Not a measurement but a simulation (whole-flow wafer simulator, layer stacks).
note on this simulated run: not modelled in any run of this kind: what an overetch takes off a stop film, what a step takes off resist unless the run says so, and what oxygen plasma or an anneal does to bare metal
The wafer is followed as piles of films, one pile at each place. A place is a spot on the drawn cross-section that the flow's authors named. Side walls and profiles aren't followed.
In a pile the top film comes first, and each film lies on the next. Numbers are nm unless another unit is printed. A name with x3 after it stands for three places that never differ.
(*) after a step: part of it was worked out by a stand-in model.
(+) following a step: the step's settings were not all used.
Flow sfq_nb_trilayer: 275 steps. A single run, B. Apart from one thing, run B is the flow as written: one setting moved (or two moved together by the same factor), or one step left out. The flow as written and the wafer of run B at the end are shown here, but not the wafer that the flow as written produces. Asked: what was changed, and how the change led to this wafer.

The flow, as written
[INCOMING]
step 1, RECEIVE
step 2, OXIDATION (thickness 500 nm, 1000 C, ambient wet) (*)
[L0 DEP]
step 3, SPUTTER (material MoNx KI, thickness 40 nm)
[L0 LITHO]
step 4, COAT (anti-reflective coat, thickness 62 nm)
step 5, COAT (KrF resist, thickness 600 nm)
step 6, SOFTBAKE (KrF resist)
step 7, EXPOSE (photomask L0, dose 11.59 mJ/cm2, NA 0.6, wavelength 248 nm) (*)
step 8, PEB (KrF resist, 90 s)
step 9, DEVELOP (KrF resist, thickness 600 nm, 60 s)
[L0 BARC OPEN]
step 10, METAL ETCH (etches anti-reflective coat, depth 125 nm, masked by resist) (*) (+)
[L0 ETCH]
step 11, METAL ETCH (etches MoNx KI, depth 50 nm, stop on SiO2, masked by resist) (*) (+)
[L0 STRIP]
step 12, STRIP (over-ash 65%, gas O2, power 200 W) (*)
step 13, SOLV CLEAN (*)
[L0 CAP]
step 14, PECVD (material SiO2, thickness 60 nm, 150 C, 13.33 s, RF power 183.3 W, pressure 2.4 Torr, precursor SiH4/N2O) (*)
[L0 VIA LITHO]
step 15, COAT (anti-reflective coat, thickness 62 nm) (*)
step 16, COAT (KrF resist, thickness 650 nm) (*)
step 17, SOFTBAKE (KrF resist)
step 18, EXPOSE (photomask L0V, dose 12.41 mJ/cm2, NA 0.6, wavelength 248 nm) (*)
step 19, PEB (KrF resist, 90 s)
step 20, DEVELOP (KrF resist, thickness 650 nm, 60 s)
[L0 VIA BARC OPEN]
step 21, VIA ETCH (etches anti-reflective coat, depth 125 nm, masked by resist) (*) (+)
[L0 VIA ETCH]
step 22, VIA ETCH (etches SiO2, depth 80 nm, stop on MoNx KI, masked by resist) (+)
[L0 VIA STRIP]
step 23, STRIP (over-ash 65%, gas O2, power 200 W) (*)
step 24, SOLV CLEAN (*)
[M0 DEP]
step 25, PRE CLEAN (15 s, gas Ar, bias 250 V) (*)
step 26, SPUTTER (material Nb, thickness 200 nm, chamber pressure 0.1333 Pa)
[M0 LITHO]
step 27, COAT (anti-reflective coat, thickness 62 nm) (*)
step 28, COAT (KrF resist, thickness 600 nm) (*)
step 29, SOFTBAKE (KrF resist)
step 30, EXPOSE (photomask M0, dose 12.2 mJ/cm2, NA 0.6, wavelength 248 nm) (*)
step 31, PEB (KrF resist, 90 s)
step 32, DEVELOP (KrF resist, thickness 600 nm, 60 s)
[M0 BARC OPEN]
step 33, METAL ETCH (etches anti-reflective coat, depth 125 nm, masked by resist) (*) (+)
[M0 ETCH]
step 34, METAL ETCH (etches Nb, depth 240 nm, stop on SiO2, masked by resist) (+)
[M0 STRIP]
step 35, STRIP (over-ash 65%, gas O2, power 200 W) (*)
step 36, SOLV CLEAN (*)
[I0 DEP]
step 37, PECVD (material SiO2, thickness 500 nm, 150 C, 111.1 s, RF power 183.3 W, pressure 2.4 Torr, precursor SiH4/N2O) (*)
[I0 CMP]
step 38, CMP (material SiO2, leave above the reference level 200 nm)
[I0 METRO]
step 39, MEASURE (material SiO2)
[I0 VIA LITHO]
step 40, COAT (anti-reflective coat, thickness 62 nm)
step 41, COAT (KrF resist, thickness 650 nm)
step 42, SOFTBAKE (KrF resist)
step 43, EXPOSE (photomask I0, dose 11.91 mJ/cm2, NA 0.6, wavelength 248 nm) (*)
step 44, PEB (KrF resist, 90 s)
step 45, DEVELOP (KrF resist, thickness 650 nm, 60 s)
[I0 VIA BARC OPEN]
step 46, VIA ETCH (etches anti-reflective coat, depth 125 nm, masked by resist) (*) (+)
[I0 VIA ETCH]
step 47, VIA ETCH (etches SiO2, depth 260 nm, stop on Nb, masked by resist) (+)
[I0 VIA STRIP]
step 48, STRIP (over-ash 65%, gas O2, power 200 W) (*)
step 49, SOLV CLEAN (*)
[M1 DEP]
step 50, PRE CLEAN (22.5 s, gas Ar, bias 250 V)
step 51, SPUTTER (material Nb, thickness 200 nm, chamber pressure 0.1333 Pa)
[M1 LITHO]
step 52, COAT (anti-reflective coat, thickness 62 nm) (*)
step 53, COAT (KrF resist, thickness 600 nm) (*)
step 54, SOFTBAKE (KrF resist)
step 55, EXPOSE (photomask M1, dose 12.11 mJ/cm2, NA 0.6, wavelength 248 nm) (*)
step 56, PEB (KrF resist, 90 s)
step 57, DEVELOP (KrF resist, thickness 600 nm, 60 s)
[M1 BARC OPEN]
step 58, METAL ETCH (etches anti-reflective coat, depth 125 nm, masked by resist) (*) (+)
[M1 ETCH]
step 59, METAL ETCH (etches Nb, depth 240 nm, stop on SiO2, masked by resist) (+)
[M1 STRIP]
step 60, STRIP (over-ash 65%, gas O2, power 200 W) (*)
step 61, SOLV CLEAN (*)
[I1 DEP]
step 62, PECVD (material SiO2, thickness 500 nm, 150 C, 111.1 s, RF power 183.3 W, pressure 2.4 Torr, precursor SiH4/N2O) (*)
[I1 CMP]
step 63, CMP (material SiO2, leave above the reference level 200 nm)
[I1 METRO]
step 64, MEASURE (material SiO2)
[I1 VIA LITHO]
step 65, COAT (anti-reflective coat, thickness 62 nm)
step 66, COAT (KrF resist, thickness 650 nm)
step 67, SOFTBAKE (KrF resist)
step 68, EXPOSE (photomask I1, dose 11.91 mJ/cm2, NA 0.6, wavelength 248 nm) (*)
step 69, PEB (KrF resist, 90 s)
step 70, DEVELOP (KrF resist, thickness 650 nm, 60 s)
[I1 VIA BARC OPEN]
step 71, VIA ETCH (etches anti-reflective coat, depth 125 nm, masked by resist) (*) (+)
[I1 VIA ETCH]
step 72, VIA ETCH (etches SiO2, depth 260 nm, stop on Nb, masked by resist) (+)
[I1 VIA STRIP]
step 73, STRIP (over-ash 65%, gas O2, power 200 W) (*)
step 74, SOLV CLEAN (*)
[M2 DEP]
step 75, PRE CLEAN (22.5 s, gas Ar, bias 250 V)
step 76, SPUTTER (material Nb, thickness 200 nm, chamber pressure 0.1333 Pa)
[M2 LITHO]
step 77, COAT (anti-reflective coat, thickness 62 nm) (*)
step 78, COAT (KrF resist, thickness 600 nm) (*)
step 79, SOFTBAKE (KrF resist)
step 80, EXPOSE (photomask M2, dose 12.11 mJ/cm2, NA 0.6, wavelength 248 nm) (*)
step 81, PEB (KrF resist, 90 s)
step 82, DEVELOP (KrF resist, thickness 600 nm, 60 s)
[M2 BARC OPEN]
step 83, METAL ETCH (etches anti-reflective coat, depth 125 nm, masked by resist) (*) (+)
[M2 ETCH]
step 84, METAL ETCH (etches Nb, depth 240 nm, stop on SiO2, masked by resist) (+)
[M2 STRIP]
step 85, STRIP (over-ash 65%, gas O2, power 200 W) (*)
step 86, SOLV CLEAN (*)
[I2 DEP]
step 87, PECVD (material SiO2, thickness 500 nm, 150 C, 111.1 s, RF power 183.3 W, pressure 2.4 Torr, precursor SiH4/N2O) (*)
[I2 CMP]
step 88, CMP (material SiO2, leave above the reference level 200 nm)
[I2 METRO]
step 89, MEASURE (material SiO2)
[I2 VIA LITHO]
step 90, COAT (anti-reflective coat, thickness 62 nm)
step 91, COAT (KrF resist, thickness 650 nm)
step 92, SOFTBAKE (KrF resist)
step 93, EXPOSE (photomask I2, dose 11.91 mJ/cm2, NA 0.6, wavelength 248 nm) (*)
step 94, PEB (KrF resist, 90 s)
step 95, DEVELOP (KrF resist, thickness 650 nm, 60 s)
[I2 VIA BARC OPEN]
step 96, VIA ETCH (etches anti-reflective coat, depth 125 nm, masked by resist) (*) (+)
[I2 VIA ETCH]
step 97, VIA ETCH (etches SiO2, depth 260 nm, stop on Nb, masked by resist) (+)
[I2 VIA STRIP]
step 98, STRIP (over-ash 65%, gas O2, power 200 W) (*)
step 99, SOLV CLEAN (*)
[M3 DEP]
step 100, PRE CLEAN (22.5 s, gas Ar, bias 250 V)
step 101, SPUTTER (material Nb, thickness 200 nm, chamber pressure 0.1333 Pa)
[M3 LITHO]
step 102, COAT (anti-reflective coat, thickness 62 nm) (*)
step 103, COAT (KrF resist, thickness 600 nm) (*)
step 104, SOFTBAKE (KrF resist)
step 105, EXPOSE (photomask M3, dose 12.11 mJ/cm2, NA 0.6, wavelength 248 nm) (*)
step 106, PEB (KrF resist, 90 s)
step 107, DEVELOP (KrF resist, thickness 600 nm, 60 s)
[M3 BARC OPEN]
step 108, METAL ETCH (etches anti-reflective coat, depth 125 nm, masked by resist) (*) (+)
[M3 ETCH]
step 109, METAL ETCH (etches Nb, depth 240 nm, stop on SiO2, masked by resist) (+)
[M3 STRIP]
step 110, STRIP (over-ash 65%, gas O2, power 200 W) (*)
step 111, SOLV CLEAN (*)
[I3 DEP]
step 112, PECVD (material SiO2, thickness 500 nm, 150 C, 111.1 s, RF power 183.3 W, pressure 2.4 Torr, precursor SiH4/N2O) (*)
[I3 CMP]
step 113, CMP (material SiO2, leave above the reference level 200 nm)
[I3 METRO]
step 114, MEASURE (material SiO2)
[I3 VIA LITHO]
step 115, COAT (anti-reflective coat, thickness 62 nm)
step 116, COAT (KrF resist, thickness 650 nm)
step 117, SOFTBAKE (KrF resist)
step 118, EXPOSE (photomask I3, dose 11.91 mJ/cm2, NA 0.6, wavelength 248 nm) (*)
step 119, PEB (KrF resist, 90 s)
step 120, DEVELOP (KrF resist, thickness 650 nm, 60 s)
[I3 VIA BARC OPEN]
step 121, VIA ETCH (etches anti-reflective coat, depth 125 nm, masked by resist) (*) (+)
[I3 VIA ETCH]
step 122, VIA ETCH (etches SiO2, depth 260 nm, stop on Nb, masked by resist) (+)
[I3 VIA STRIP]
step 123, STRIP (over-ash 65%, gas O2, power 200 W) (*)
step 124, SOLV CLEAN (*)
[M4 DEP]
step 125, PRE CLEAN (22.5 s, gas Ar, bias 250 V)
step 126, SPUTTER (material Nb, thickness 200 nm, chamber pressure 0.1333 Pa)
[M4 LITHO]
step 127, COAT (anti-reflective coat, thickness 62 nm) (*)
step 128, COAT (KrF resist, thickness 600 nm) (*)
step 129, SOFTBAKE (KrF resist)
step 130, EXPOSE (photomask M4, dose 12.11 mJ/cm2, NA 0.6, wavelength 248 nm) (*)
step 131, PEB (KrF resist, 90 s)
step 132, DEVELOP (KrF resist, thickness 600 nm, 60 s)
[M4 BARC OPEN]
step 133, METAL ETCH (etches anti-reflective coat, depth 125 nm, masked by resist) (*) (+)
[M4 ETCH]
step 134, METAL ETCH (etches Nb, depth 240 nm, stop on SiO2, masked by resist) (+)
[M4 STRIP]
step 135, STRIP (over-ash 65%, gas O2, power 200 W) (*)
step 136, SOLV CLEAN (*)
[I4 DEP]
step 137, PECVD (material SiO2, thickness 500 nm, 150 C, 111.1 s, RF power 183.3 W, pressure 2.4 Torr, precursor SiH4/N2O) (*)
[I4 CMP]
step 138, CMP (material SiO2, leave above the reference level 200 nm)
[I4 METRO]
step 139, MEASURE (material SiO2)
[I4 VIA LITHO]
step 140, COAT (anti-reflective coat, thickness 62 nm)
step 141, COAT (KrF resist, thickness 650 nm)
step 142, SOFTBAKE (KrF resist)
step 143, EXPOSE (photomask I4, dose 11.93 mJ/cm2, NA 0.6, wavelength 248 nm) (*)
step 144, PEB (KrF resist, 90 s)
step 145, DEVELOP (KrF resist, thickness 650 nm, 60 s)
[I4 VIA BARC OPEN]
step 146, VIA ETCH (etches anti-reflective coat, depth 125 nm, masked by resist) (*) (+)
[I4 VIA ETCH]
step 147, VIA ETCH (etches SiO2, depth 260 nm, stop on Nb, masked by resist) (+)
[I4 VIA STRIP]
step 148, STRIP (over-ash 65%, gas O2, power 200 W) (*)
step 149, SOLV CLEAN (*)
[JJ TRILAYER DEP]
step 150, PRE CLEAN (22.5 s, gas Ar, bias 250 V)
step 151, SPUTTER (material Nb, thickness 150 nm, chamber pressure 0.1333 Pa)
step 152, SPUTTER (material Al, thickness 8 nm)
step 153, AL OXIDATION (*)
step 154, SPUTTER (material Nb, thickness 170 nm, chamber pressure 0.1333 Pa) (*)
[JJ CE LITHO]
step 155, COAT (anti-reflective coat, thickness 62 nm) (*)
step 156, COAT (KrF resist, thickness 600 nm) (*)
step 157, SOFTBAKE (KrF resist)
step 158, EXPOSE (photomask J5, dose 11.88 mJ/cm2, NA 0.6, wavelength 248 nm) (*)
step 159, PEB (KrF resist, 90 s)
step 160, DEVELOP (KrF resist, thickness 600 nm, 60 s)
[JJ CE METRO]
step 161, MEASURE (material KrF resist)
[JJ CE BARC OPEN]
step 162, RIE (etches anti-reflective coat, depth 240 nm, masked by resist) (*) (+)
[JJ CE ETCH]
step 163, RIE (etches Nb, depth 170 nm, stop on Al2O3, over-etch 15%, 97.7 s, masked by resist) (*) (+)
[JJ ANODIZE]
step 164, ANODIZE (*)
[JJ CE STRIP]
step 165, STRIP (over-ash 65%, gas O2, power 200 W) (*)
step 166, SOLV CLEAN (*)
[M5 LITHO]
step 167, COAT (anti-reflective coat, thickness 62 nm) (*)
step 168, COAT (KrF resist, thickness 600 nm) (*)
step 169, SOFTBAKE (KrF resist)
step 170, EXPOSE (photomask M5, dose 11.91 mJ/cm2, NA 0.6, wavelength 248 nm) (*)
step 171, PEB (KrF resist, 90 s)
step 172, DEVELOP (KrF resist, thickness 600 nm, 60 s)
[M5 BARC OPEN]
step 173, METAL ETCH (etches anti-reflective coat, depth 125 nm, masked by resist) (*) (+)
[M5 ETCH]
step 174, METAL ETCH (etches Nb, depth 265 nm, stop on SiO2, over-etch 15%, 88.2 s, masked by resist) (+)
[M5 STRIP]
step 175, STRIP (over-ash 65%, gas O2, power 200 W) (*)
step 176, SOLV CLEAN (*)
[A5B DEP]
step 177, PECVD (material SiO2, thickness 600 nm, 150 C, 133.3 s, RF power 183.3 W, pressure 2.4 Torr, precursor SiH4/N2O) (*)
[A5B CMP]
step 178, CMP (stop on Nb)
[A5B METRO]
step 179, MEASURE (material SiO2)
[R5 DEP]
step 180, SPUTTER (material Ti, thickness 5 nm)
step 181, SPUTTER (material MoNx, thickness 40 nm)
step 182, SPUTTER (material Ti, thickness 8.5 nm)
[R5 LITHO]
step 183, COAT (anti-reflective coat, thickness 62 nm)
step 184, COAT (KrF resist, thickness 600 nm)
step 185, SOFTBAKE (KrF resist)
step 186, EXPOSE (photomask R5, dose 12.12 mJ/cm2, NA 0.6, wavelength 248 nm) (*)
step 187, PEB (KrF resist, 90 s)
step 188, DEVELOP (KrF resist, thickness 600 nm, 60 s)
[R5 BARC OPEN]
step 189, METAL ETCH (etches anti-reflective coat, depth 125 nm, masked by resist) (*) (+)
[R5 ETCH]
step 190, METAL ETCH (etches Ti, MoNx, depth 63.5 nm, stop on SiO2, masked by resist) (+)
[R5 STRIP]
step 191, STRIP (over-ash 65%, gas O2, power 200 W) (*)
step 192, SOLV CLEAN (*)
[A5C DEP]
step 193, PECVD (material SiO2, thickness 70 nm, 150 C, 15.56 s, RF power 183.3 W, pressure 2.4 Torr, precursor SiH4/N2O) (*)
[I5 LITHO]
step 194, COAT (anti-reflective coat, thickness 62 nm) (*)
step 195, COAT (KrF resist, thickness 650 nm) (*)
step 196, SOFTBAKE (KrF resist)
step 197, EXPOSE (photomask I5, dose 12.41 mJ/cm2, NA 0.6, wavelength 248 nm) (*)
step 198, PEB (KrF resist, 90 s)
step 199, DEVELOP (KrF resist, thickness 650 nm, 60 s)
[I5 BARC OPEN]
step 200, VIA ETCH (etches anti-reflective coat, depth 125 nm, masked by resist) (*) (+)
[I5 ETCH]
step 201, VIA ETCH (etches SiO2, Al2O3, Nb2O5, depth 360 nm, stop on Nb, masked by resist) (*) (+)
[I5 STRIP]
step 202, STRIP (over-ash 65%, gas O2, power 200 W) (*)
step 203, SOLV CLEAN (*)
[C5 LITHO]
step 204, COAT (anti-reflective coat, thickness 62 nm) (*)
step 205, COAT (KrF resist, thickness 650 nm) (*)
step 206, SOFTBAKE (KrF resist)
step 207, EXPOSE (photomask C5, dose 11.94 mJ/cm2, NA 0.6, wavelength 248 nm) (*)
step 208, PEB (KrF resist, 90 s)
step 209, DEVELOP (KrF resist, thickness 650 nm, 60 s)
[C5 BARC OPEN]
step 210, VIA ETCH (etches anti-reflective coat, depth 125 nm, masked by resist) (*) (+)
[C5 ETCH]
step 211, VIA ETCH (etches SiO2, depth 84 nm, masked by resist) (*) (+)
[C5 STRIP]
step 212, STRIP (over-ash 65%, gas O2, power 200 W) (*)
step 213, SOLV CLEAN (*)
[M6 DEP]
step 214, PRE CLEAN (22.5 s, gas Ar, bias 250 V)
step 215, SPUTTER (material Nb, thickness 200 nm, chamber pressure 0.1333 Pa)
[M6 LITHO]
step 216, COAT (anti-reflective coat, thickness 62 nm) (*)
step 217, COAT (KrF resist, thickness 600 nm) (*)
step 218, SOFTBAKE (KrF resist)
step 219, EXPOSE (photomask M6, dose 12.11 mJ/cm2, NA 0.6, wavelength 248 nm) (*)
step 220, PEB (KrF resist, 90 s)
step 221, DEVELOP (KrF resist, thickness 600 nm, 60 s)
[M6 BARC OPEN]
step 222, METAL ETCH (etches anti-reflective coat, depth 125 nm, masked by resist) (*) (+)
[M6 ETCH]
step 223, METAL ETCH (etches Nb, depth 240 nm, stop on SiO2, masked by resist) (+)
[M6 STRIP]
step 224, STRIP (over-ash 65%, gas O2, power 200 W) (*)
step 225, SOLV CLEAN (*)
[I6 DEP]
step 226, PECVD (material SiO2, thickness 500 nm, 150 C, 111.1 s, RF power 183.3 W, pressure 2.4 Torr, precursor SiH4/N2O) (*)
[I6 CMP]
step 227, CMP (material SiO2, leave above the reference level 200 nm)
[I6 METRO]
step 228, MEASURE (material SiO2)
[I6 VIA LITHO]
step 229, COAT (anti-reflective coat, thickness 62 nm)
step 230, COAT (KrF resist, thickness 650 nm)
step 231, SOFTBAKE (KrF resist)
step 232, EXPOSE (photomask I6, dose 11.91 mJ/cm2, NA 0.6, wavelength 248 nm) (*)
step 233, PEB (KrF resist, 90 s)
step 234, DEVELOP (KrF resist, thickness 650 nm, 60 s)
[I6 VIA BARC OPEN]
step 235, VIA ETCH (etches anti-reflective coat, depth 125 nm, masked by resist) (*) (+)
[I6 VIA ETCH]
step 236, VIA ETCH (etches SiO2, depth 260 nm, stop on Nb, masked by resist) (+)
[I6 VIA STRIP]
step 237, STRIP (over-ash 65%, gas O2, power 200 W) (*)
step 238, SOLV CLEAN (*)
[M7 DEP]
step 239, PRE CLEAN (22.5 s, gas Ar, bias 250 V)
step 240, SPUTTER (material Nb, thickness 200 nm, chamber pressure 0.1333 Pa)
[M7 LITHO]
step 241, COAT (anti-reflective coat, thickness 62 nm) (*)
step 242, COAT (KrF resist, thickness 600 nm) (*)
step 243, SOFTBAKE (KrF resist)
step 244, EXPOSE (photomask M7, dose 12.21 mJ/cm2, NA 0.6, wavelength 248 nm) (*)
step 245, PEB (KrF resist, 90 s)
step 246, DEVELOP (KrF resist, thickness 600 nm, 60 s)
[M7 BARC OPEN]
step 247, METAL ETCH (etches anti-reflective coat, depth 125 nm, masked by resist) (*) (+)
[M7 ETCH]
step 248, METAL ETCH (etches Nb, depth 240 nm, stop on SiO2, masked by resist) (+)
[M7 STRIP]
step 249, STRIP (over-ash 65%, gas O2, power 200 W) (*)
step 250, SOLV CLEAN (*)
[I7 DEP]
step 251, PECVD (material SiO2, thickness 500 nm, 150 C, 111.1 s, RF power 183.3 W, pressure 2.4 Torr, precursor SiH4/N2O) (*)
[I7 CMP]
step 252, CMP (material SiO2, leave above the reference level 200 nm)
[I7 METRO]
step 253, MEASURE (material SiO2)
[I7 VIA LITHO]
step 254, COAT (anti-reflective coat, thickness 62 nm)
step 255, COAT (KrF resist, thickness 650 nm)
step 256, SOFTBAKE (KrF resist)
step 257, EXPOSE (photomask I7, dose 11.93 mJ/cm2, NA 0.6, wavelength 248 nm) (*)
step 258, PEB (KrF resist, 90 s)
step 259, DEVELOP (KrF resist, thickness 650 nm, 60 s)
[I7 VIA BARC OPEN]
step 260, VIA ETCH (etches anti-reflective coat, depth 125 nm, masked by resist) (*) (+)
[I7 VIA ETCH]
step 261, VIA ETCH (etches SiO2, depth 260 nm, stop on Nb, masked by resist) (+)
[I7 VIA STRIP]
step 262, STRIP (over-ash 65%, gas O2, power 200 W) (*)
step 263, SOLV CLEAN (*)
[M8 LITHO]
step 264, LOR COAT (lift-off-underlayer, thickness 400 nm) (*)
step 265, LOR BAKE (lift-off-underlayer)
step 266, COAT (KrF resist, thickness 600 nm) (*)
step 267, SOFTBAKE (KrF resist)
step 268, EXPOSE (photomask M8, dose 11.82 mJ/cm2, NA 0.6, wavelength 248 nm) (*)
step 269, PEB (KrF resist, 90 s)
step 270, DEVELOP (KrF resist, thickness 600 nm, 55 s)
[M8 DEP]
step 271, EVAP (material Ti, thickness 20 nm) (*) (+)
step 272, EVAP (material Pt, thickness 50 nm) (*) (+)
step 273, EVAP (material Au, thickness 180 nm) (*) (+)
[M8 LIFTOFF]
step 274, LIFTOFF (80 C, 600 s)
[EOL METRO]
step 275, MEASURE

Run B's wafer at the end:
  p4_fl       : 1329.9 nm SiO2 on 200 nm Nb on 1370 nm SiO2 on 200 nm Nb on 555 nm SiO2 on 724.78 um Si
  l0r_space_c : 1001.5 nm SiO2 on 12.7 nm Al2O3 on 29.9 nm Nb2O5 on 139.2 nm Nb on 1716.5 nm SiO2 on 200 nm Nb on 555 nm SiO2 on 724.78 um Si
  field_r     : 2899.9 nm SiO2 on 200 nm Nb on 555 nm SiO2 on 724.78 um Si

What caused this: step 138, CMP: leave above the reference level 154 nm was run, though the flow has leave above the reference level 200 nm.

The path from the change to this, step by step:
  step 138, CMP (material SiO2, leave above the reference level 200 nm)
      field_l, be, be_sur and 55 more: SiO2 loses 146 (as written it would have been: SiO2 loses 100)
      v_sur, via_wl, via_w and 35 more: SiO2 loses 346 (as written it would have been: SiO2 loses 300)
      (also at 10 further places)
  step 147, VIA ETCH (etches SiO2, depth 260 nm, stop on Nb, masked by resist) (+)
      field_l, v_sur, via_sp and 100 more: KrF resist loses 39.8 (as written it would have been: KrF resist loses 44.8)
      via_wl, via_w, via_wr: SiO2 loses 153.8 (all of it) (as written it would have been: SiO2 loses 199.8 (all of it))
  step 151, SPUTTER (material Nb, thickness 150 nm, chamber pressure 0.1333 Pa)
      via_wl, via_w, via_wr: Nb gains 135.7 (as written it would have been: Nb gains 130.4)
  step 154, SPUTTER (material Nb, thickness 170 nm, chamber pressure 0.1333 Pa) (*)
      via_wl, via_wr: Nb gains 148.7 (new film) (as written it would have been: Nb gains 140.7 (new film))
      via_w: Nb gains 149 (new film) (as written it would have been: Nb gains 141 (new film))
  step 155, COAT (anti-reflective coat, thickness 62 nm) (*)
      via_wl, via_wr: anti-reflective coat gains 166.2 (new film) (as written it would have been: anti-reflective coat gains 209.4 (new film))
      v_sur: anti-reflective coat gains 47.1 (new film) (as written it would have been: anti-reflective coat gains 45.1 (new film))
      (also at 2 further places)
  step 156, COAT (KrF resist, thickness 600 nm) (*)
      via_w: KrF resist gains 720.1 (new film) (as written it would have been: KrF resist gains 763.8 (new film))
  step 160, DEVELOP (KrF resist, thickness 600 nm, 60 s)
      via_w: KrF resist loses 718.6 (all of it) (as written it would have been: KrF resist loses 762.1 (all of it))
  step 162, RIE (etches anti-reflective coat, depth 240 nm, masked by resist) (*) (+)
      ce_l, c5j, ce_r, wl_jj: KrF resist loses 166.2 (as written it would have been: KrF resist loses 209.4)
      via_wl, via_wr: anti-reflective coat loses 166.2 (all of it) (as written it would have been: anti-reflective coat loses 209.4 (all of it))
      (also at 3 further places)
  step 163, RIE (etches Nb, depth 170 nm, stop on Al2O3, over-etch 15%, 97.7 s, masked by resist) (*) (+)
      via_wl, via_wr: Nb loses 148.7 (all of it), Al2O3 loses 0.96 (all of it) (as written it would have been: Nb loses 140.7 (all of it), Al2O3 loses 0.96 (all of it))
      via_w: Nb loses 149 (all of it), Al2O3 loses 0.96 (all of it) (as written it would have been: Nb loses 141 (all of it), Al2O3 loses 0.96 (all of it))
  step 164, ANODIZE (*)
      via_w: Al2O3 gains 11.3 (new film), Nb2O5 gains 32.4 (new film), Al loses 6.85 (all of it), Nb loses 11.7 (as written it would have been: Al2O3 gains 10.8 (new film), Nb2O5 gains 33.3 (new film), Al loses 6.54 (all of it), Nb loses 12)
  step 165, STRIP (over-ash 65%, gas O2, power 200 W) (*)
      ce_l: KrF resist loses 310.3 (all of it), anti-reflective coat loses 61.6 (all of it) (as written it would have been: KrF resist loses 266.8 (all of it), anti-reflective coat loses 61.4 (all of it))
      c5j: KrF resist loses 310.3 (all of it), anti-reflective coat loses 61.6 (all of it) (as written it would have been: KrF resist loses 266.9 (all of it), anti-reflective coat loses 61.5 (all of it))
      (also at 2 further places)
  step 167, COAT (anti-reflective coat, thickness 62 nm) (*)
      v_sur: anti-reflective coat gains 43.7 (new film) (as written it would have been: anti-reflective coat gains 44.9 (new film))
      via_wl: anti-reflective coat gains 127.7 (new film) (as written it would have been: anti-reflective coat gains 170.5 (new film))
      (also at 2 further places)
  step 168, COAT (KrF resist, thickness 600 nm) (*)
      via_w: KrF resist gains 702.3 (new film) (as written it would have been: KrF resist gains 732.6 (new film))
  step 175, STRIP (over-ash 65%, gas O2, power 200 W) (*)
      v_sur: KrF resist loses 357 (all of it), anti-reflective coat loses 43.7 (all of it) (as written it would have been: KrF resist loses 349.2 (all of it), anti-reflective coat loses 44.9 (all of it))
      via_wl: KrF resist loses 428.1 (all of it), anti-reflective coat loses 127.7 (all of it) (as written it would have been: KrF resist loses 427 (all of it), anti-reflective coat loses 170.5 (all of it))
      (also at 2 further places)
  step 178, CMP (stop on Nb)
      via_wl, via_wr: SiO2 loses 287 (as written it would have been: SiO2 loses 235.7)
      via_w: SiO2 loses 286.5 (as written it would have been: SiO2 loses 235.2)
